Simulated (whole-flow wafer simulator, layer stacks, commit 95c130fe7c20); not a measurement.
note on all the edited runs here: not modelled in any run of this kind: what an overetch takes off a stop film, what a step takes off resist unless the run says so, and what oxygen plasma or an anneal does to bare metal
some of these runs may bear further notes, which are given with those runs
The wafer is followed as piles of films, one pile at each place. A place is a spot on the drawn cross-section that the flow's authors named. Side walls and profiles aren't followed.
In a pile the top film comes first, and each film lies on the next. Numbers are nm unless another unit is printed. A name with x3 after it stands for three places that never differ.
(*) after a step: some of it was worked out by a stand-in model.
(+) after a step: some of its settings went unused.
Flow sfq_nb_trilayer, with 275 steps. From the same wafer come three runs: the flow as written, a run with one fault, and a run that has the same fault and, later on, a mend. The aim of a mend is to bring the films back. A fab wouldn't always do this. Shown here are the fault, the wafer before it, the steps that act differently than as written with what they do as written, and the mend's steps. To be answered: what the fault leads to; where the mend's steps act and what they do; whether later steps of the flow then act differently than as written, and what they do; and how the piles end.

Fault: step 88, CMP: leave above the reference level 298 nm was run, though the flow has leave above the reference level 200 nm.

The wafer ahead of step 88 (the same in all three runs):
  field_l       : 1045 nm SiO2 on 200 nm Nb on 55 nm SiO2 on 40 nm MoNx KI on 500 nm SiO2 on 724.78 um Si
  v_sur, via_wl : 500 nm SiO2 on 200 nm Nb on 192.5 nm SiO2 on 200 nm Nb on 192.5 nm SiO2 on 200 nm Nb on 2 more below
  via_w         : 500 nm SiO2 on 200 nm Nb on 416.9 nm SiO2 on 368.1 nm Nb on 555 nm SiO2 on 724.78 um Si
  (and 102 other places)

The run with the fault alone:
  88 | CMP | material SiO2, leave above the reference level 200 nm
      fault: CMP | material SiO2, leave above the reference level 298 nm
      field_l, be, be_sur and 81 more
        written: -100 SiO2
        fault: -2 SiO2
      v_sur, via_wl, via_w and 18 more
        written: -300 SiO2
        fault: -202 SiO2
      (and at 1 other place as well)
  Later steps of the flow acting differently than as written (4 other steps are not shown; they differ only slightly, by no more than 2% or 0.5 nm, whichever is larger):
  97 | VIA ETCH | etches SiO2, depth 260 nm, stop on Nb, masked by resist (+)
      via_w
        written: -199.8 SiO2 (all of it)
        fault: -260 SiO2
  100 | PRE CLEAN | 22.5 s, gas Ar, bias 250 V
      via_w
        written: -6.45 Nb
        fault: -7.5 SiO2
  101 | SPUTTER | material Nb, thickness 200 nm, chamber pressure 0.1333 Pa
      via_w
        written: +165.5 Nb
        fault: +152.6 Nb (new film)
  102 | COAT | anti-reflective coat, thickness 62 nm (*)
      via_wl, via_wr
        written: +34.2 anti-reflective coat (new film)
        fault: +23 anti-reflective coat (new film)
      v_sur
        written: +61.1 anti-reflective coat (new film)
        fault: +55.7 anti-reflective coat (new film)
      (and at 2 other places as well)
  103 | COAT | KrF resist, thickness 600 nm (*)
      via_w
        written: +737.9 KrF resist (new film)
        fault: +794 KrF resist (new film)
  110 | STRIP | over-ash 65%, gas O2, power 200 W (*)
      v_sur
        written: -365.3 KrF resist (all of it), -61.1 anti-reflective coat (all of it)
        fault: -362.3 KrF resist (all of it), -55.7 anti-reflective coat (all of it)
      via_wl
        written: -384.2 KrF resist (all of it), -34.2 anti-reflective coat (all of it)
        fault: -383.9 KrF resist (all of it), -23 anti-reflective coat (all of it)
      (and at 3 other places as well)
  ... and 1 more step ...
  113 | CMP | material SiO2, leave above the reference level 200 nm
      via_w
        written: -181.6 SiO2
        fault: -157.1 SiO2
  The piles end different from the flow's at field_l, v_sur, via_wl and 103 more by more than 2% or 0.5 nm, whichever is larger.
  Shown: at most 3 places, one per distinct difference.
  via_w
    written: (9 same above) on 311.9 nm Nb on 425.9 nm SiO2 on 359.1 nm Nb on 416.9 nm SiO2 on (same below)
    fault: (9 same above) on 311.9 nm Nb on 500.1 nm SiO2 on 152.6 nm Nb on 30.3 nm SiO2 on 200 nm Nb on 416.9 nm SiO2 on (same below)
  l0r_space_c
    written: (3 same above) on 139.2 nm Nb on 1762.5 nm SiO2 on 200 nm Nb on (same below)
    fault: (3 same above) on 139.2 nm Nb on 1860.5 nm SiO2 on 200 nm Nb on (same below)
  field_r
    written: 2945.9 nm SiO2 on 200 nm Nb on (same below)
    fault: 3043.9 nm SiO2 on 200 nm Nb on (same below)

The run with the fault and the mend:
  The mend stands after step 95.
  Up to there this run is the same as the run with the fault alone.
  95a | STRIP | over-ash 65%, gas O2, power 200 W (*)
      field_l, v_sur, via_wl and 102 more
        -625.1 KrF resist (all of it), -62 anti-reflective coat (all of it)
      via_w
        -62 anti-reflective coat (all of it)
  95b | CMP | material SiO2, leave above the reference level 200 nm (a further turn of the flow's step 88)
      field_l, v_sur, via_wl and 103 more
        -98 SiO2
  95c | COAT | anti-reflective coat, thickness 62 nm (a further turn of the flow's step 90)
      field_l, v_sur, via_wl and 103 more
        +62 anti-reflective coat (new film)
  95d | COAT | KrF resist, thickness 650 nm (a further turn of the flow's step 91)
      field_l, v_sur, via_wl and 103 more
        +650 KrF resist (new film)
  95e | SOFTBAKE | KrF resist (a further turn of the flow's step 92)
      does not change any film at any place that is followed
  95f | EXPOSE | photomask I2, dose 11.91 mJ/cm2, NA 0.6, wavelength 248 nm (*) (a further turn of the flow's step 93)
      does not change any film at any place that is followed
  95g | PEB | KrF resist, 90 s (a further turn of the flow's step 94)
      field_l, v_sur, via_wl and 103 more
        -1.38 KrF resist
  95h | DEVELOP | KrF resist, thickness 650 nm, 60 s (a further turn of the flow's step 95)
      field_l, v_sur, via_wl and 102 more
        -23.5 KrF resist
      via_w
        -648.6 KrF resist (all of it)
  None of the later steps of the flow acts differently than as written at any place that is followed.
  The piles end the same as the flow's at every place that both follow.
